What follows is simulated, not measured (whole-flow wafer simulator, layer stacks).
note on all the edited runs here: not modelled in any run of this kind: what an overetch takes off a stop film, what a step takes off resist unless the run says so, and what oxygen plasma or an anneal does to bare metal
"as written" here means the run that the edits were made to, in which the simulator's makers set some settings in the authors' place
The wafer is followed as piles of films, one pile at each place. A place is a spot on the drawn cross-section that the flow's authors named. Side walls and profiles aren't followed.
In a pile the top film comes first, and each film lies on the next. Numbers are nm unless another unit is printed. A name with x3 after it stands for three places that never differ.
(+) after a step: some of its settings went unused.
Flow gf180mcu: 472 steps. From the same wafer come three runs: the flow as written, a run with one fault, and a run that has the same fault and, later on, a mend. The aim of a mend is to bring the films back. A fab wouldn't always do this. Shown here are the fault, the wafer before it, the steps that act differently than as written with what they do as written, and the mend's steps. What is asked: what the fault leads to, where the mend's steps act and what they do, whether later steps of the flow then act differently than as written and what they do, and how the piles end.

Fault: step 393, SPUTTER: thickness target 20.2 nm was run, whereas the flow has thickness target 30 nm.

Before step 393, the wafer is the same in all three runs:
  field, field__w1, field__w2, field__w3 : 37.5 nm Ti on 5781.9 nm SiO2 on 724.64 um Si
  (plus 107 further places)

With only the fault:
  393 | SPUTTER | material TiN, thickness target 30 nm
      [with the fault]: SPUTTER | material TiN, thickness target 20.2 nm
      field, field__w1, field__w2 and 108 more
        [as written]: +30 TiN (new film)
        [with the fault]: +20.2 TiN (new film)
  Steps later in the flow that act otherwise than as written (1 other step is not shown; it differs only slightly, by no more than 2% or 0.5 nm, whichever is larger):
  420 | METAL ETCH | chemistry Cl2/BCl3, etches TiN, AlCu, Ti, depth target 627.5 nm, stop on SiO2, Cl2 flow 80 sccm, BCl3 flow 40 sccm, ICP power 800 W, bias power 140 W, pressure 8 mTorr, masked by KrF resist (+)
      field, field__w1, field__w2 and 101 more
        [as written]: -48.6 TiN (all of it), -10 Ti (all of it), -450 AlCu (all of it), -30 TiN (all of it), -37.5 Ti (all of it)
        [with the fault]: -48.6 TiN (all of it), -10 Ti (all of it), -450 AlCu (all of it), -20.2 TiN (all of it), -37.5 Ti (all of it)
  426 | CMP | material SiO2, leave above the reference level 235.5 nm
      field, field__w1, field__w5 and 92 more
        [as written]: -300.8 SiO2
        [with the fault]: -310.6 SiO2
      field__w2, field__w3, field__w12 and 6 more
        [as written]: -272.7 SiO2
        [with the fault]: -282.9 SiO2
  By the end, the piles at field__w4, field__w8, contact, m1, m1__w1, mim, mim_1p0, m1_nw depart from the flow's by more than 2% or 0.5 nm, whichever is larger.
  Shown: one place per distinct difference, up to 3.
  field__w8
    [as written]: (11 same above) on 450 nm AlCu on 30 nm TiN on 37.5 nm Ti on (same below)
    [with the fault]: (11 same above) on 450 nm AlCu on 20.2 nm TiN on 37.5 nm Ti on (same below)
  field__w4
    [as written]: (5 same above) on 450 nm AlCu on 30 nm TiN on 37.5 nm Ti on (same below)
    [with the fault]: (5 same above) on 450 nm AlCu on 20.2 nm TiN on 37.5 nm Ti on (same below)
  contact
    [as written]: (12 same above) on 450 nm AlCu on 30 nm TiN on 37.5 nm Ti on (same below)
    [with the fault]: (12 same above) on 450 nm AlCu on 20.2 nm TiN on 37.5 nm Ti on (same below)

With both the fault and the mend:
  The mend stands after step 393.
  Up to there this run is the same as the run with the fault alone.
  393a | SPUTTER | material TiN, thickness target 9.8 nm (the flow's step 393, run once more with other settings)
      field, field__w1, field__w2 and 108 more
        +9.8 TiN
  Every later step of the flow that is run acts as written at every place that is followed.
  The piles end the same as the flow's at every place that both follow.
